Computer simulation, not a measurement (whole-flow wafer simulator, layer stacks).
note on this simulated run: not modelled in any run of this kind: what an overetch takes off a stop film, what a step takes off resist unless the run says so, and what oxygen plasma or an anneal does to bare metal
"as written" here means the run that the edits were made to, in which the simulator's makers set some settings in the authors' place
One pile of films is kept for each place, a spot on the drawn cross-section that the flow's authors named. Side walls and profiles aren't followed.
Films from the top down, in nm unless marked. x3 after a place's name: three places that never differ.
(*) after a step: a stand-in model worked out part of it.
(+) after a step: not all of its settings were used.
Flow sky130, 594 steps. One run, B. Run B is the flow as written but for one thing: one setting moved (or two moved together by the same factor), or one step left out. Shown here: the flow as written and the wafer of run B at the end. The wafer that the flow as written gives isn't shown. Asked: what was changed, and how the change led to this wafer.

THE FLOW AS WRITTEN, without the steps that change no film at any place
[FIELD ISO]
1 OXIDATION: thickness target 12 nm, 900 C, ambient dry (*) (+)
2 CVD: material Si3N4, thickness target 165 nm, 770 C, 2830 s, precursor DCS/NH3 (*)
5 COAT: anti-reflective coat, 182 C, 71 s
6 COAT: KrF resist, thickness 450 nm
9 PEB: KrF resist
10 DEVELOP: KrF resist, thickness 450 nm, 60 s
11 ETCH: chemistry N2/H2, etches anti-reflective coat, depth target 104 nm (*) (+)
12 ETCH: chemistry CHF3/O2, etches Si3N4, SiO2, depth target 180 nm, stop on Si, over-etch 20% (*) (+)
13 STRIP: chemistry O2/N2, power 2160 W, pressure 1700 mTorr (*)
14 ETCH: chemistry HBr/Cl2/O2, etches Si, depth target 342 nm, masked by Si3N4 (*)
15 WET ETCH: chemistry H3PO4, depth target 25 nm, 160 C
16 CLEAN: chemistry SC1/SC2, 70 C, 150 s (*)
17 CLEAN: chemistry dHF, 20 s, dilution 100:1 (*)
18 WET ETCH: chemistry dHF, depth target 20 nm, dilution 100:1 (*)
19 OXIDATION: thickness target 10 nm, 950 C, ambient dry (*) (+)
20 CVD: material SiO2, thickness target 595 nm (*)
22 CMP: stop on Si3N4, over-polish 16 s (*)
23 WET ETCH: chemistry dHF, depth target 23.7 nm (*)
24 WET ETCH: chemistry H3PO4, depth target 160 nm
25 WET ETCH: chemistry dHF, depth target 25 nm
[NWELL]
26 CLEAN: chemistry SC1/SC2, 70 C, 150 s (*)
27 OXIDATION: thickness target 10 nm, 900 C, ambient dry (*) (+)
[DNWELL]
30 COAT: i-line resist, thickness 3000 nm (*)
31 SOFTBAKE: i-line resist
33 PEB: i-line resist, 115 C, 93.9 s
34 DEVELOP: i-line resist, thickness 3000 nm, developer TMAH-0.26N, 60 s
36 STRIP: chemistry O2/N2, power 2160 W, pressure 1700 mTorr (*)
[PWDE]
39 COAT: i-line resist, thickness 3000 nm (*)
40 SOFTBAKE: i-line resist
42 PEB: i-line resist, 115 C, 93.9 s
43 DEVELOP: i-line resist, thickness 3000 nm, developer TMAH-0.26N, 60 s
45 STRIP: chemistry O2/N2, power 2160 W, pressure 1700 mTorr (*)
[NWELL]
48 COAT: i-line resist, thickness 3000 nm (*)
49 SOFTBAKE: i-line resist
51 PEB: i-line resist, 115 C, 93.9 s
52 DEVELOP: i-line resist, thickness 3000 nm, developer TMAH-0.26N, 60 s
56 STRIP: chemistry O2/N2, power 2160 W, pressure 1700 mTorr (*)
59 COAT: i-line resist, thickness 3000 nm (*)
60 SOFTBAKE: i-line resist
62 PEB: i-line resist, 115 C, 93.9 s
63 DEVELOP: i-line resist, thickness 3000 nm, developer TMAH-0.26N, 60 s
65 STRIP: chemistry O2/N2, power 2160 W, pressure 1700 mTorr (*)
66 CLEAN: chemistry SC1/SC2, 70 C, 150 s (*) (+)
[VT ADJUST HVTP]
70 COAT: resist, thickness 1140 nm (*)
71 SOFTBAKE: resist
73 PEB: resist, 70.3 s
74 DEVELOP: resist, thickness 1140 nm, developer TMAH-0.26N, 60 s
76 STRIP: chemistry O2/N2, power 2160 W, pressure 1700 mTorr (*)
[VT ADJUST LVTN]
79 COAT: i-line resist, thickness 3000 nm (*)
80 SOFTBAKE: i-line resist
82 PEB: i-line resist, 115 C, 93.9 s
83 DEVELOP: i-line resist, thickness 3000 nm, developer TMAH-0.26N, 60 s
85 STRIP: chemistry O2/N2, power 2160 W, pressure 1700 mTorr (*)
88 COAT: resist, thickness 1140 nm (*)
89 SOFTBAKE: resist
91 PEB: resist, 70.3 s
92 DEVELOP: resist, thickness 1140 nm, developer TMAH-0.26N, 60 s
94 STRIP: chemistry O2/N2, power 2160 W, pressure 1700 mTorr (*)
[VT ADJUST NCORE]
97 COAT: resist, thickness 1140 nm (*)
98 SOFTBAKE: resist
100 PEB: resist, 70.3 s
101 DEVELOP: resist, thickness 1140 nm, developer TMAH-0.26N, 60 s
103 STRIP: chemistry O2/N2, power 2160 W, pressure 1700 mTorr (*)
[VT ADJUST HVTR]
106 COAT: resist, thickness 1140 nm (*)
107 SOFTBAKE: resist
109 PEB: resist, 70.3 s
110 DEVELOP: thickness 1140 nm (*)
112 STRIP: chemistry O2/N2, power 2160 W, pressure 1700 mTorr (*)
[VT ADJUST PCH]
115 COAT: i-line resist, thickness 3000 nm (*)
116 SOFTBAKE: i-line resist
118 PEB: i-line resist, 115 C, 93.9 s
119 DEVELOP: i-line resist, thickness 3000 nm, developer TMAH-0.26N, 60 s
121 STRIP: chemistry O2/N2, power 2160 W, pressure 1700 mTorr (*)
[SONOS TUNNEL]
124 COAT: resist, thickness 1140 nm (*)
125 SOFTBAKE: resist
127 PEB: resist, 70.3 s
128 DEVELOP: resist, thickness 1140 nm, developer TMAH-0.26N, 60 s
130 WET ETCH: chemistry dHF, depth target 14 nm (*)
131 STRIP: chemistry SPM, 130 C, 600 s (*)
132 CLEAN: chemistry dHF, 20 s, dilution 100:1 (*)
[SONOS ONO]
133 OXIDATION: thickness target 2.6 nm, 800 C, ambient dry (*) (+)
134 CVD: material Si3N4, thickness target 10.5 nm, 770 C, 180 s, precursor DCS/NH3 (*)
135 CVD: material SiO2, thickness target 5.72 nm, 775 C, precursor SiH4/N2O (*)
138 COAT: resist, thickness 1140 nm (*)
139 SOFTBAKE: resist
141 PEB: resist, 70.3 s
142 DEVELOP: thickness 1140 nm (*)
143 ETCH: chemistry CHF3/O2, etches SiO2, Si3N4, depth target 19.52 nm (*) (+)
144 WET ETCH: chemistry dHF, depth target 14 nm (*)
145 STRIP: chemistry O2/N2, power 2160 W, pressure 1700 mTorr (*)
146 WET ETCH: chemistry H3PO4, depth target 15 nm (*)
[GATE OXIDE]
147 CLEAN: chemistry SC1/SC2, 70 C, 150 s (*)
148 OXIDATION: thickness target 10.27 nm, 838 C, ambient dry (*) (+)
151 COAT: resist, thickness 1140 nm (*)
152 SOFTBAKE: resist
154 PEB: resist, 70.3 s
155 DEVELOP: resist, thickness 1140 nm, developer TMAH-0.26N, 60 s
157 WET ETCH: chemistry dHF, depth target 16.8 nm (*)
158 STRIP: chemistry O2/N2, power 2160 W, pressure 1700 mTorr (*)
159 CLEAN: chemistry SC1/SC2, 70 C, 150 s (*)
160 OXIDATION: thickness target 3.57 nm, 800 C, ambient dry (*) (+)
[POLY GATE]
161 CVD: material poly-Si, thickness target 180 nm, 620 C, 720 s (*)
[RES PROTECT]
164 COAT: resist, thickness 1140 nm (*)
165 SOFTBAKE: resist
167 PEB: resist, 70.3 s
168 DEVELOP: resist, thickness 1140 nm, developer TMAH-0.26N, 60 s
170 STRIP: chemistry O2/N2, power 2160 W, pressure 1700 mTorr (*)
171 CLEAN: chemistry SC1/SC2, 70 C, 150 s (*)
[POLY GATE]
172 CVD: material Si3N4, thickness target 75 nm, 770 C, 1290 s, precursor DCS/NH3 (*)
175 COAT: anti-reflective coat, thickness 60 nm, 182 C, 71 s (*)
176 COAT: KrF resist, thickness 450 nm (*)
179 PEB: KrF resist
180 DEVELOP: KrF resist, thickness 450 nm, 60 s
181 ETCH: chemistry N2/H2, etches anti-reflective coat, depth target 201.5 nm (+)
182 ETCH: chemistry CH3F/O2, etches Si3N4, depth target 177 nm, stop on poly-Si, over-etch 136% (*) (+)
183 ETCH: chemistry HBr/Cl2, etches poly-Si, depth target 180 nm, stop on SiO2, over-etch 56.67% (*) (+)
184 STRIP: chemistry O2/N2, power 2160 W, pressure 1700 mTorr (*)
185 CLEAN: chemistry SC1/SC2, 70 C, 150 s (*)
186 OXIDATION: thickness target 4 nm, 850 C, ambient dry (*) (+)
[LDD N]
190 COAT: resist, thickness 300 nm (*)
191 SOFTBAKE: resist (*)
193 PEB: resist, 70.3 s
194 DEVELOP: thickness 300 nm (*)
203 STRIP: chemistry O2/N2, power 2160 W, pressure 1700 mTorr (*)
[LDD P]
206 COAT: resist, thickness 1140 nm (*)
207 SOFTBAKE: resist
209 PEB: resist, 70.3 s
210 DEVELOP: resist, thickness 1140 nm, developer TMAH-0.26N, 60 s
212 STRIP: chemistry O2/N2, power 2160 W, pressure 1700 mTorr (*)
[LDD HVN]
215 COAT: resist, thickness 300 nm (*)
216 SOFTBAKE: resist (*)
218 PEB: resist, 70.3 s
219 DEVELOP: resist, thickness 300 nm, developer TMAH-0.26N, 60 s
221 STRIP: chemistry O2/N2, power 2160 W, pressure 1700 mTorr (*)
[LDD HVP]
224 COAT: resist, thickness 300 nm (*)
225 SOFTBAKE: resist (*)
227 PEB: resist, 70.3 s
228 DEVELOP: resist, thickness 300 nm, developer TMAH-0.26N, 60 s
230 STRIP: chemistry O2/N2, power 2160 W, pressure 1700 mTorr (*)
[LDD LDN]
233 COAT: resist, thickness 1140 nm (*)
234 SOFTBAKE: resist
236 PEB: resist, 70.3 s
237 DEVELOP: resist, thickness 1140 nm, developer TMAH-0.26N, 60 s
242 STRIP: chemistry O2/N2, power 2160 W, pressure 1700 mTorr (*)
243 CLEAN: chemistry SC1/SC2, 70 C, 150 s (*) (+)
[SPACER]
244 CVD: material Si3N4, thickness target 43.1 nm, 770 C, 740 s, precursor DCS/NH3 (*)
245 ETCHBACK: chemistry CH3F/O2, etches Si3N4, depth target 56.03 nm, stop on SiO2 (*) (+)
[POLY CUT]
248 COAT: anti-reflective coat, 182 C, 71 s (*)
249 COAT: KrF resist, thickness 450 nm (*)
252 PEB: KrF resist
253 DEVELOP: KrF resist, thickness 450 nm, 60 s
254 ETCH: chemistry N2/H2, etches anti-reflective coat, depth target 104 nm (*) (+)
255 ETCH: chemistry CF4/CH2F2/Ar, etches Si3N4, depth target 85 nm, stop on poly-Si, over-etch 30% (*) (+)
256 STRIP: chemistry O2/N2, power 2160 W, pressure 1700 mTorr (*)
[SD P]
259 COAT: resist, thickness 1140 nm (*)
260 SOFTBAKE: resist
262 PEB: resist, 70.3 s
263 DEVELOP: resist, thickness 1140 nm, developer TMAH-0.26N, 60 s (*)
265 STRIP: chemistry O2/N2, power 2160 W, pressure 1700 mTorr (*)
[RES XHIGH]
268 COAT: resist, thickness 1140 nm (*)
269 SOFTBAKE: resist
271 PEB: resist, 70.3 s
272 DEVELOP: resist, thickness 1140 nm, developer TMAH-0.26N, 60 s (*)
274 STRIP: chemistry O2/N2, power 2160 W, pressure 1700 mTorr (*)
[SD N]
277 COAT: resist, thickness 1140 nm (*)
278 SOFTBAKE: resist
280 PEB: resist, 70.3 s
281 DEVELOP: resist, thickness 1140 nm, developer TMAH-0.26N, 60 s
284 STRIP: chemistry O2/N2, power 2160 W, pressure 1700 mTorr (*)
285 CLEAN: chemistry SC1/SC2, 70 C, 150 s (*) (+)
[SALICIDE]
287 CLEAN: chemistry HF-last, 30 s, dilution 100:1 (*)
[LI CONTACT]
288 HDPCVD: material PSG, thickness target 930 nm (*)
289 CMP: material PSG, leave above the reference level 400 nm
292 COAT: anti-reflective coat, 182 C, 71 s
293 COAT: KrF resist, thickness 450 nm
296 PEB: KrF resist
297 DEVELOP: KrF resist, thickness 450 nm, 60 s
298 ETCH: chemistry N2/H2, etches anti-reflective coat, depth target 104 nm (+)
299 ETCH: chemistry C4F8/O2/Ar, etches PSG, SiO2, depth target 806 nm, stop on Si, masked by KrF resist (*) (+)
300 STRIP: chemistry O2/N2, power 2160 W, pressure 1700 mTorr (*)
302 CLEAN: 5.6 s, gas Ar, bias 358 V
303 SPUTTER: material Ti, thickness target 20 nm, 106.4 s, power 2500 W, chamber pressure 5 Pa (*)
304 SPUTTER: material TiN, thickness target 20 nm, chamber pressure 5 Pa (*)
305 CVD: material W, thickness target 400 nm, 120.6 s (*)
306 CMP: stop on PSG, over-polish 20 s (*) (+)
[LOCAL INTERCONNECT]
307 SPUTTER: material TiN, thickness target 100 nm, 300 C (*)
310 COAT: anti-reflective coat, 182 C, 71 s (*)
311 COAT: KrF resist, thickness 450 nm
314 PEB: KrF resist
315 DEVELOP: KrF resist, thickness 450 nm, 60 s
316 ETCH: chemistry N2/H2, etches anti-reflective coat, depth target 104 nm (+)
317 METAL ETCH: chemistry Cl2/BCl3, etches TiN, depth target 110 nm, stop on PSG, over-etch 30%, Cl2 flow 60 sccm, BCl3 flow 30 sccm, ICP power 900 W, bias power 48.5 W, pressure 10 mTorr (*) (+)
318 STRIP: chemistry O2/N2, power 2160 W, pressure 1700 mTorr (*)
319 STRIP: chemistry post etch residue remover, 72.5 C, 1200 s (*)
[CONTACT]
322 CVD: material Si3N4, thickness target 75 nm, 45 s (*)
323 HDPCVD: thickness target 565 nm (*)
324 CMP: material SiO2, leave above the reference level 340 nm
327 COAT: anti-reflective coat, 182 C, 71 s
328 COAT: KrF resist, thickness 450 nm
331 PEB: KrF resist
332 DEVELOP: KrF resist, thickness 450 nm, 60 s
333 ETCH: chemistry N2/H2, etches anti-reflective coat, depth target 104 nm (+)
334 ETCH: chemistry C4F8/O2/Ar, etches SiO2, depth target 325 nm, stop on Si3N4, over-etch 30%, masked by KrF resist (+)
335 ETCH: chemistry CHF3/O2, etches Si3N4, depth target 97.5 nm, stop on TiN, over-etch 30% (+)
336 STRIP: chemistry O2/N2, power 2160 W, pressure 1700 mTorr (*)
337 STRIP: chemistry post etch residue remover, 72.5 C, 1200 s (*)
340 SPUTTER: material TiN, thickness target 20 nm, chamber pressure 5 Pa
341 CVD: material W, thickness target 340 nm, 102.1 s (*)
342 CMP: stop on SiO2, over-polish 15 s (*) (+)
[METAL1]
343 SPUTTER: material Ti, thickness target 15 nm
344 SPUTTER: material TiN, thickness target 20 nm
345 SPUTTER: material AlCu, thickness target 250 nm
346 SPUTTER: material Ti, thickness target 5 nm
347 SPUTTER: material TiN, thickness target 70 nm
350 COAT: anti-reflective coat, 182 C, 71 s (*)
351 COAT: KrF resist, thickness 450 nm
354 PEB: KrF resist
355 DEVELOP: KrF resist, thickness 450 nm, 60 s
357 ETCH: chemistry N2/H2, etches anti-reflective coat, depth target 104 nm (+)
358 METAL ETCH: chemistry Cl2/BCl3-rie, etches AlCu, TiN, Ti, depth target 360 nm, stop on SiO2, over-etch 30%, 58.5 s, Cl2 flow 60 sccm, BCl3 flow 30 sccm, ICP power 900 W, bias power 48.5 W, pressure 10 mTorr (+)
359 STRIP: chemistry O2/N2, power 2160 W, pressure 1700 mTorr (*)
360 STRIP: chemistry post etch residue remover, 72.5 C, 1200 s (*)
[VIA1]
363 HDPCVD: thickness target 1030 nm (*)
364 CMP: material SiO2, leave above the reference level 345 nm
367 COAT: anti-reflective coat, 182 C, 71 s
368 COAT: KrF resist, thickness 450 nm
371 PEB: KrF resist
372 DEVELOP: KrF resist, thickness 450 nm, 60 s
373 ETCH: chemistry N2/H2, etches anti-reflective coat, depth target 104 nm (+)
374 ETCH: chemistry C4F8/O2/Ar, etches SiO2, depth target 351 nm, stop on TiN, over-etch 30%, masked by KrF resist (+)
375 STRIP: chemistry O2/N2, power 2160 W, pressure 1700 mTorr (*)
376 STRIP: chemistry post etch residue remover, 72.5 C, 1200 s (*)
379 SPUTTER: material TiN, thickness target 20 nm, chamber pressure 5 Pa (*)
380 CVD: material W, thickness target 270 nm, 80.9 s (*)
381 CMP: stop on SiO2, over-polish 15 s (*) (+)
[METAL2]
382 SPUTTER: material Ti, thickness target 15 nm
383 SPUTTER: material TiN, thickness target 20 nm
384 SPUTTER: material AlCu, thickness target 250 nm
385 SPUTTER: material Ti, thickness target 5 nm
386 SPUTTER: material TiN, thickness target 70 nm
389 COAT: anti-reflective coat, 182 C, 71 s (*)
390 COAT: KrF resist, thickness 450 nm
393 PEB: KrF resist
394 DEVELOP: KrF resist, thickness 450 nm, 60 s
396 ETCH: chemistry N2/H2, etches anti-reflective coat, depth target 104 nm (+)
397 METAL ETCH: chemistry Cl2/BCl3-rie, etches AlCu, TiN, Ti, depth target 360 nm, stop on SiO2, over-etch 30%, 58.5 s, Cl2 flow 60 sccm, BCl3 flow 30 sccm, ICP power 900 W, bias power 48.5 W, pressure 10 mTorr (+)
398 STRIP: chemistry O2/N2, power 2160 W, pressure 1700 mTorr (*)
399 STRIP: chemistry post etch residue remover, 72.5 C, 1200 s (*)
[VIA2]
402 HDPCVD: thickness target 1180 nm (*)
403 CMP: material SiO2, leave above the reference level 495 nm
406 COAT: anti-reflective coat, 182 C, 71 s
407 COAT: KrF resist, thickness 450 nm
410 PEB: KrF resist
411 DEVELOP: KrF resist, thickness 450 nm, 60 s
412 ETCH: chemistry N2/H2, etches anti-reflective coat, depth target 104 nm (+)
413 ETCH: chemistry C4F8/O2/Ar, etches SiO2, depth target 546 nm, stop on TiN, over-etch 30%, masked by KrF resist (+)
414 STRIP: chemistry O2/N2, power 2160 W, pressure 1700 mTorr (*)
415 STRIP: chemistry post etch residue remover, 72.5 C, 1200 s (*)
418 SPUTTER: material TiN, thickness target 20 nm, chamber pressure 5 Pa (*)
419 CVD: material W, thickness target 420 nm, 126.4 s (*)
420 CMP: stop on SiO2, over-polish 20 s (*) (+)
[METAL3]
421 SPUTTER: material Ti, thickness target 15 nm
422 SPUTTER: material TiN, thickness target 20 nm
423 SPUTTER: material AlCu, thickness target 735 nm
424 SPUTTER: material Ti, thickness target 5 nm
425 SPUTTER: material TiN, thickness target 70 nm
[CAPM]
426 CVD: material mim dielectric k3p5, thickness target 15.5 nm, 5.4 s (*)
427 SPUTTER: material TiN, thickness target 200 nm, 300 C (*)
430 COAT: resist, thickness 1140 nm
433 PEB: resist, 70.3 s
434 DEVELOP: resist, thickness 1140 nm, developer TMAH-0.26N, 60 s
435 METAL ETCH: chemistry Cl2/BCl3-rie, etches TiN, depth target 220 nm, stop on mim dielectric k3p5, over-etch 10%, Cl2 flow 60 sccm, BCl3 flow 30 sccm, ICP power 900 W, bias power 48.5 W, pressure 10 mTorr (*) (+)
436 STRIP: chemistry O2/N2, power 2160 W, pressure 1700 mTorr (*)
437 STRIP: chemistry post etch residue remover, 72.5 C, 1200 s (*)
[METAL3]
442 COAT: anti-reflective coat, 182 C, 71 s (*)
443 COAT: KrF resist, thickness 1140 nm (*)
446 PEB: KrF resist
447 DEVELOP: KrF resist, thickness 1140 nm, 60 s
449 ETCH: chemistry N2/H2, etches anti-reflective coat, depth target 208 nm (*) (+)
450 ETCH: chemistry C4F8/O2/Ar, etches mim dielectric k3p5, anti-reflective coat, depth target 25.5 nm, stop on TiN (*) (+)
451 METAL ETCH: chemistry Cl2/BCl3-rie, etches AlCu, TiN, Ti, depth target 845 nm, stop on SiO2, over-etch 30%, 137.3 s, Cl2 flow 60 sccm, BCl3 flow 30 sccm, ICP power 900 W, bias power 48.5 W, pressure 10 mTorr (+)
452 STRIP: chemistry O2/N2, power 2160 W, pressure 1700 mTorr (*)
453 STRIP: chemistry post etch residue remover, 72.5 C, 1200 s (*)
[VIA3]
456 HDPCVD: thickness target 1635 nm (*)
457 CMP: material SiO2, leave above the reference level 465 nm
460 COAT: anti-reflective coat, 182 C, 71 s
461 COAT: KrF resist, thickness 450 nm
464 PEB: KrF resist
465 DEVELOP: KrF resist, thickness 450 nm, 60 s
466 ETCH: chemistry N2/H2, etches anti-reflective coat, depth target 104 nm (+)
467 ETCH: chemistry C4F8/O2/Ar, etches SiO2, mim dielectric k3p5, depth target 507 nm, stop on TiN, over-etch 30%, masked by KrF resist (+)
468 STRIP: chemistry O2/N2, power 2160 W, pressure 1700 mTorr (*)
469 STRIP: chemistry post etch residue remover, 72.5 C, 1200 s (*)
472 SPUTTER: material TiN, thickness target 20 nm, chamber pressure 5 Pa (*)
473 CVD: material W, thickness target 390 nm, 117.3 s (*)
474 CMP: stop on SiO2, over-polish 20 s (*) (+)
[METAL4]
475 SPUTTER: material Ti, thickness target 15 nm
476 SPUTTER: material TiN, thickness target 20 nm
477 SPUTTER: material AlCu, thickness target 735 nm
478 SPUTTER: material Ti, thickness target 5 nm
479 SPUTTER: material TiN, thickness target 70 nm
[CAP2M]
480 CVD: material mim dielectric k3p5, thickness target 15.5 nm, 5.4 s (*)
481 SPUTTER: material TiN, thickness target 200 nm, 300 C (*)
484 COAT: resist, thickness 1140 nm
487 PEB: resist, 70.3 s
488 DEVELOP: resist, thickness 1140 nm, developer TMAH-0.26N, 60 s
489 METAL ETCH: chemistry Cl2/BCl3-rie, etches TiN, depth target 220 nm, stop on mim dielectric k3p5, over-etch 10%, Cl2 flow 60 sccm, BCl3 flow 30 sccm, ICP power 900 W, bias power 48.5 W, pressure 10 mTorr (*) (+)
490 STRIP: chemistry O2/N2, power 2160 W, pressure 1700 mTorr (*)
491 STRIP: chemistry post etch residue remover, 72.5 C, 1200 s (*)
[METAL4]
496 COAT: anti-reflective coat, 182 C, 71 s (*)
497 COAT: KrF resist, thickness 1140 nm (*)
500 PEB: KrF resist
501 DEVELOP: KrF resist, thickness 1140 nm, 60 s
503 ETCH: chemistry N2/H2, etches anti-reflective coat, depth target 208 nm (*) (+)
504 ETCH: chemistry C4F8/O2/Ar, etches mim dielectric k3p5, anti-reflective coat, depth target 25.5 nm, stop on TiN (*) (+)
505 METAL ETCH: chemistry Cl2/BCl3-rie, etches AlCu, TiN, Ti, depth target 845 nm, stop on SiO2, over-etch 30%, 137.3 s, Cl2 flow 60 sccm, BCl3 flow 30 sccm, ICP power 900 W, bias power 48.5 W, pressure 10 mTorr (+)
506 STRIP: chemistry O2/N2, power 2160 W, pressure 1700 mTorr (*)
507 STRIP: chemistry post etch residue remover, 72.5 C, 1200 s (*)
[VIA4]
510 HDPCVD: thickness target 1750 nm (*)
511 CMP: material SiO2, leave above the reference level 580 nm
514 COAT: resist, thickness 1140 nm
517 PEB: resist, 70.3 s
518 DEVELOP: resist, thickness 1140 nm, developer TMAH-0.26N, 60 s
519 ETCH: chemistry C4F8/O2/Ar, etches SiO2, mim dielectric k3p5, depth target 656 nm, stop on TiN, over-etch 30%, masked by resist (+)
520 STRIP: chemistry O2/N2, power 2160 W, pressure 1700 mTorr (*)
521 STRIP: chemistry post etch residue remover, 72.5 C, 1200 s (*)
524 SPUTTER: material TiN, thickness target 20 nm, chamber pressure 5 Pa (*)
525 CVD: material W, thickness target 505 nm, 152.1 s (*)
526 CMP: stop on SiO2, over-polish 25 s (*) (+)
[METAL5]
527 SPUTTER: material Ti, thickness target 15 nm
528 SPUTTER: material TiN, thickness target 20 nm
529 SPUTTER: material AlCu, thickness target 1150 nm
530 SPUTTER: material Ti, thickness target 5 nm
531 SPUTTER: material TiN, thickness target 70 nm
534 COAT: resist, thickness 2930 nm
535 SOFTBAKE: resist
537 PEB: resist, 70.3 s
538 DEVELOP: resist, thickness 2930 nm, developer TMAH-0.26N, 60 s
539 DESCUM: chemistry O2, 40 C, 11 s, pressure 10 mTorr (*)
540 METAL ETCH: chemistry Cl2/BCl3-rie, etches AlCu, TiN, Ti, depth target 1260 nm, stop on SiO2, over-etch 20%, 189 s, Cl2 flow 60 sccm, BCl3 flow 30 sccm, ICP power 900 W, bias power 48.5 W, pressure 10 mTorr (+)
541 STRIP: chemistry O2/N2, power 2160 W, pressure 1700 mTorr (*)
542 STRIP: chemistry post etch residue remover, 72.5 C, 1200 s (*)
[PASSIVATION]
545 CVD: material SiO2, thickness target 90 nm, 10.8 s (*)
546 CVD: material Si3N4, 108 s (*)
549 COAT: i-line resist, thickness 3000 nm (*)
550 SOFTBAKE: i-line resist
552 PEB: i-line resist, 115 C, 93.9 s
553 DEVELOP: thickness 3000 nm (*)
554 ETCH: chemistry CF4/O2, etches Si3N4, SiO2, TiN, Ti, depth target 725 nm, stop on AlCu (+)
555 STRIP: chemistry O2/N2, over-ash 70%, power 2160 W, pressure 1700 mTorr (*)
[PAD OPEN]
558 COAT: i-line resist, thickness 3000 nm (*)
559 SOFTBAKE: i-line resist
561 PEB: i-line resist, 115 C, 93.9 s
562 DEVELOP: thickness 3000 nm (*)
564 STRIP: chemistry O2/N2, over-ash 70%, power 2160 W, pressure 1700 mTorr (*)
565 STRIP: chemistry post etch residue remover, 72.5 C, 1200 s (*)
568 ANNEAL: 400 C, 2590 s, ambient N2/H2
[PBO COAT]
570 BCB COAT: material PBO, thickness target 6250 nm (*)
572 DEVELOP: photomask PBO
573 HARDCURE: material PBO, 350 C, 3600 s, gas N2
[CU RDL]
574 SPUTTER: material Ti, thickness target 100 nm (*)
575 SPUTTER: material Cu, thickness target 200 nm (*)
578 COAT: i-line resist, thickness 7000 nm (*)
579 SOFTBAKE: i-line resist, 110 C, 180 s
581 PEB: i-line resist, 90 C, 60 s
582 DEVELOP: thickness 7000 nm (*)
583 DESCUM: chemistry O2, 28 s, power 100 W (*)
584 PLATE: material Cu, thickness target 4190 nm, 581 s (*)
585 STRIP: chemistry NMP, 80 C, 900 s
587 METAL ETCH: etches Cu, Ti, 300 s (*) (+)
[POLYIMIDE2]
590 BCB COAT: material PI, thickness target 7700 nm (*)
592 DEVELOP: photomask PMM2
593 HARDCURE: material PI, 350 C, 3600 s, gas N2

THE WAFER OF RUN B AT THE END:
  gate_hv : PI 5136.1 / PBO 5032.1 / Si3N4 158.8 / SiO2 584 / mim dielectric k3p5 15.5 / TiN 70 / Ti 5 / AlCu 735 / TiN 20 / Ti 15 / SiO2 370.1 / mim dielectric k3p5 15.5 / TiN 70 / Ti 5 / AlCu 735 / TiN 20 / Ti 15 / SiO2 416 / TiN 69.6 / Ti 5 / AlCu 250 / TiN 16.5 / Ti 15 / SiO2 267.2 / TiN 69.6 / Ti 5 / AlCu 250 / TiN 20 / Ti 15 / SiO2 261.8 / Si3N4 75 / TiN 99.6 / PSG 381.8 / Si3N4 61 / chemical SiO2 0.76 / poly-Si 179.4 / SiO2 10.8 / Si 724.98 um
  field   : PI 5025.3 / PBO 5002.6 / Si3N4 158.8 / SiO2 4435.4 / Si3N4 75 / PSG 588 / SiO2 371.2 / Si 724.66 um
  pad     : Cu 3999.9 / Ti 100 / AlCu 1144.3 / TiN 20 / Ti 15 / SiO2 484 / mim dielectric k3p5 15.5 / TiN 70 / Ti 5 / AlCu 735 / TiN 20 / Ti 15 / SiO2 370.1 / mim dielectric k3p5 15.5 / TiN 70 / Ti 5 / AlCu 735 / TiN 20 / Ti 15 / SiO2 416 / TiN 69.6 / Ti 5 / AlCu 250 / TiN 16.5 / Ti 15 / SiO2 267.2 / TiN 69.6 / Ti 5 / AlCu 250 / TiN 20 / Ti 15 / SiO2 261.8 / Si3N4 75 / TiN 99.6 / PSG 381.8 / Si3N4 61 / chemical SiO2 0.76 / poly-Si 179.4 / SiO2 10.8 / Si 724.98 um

The cause: step 383, SPUTTER: thickness target 16.5 nm was run, where the flow has thickness target 20 nm.
It can be read off the wafer: gate_hv has TiN 16.5, and step 383 as written asks for 20 nm.

How the change led to this, step by step:
  383 SPUTTER: material TiN, thickness target 20 nm
      field, active, n_well and 188 more: TiN +16.5 (new film) (as written it would be: TiN +20 (new film))
  397 METAL ETCH: chemistry Cl2/BCl3-rie, etches AlCu, TiN, Ti, depth target 360 nm, stop on SiO2, over-etch 30%, 58.5 s, Cl2 flow 60 sccm, BCl3 flow 30 sccm, ICP power 900 W, bias power 48.5 W, pressure 10 mTorr (+)
      field, active, gate and 82 more: TiN -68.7 (all of it), Ti -5 (all of it), AlCu -250 (all of it), TiN -16.5 (all of it), Ti -15 (all of it), SiO2 -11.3 (as written it would be: TiN -68.7 (all of it), Ti -5 (all of it), AlCu -250 (all of it), TiN -20 (all of it), Ti -15 (all of it), SiO2 -10.9)
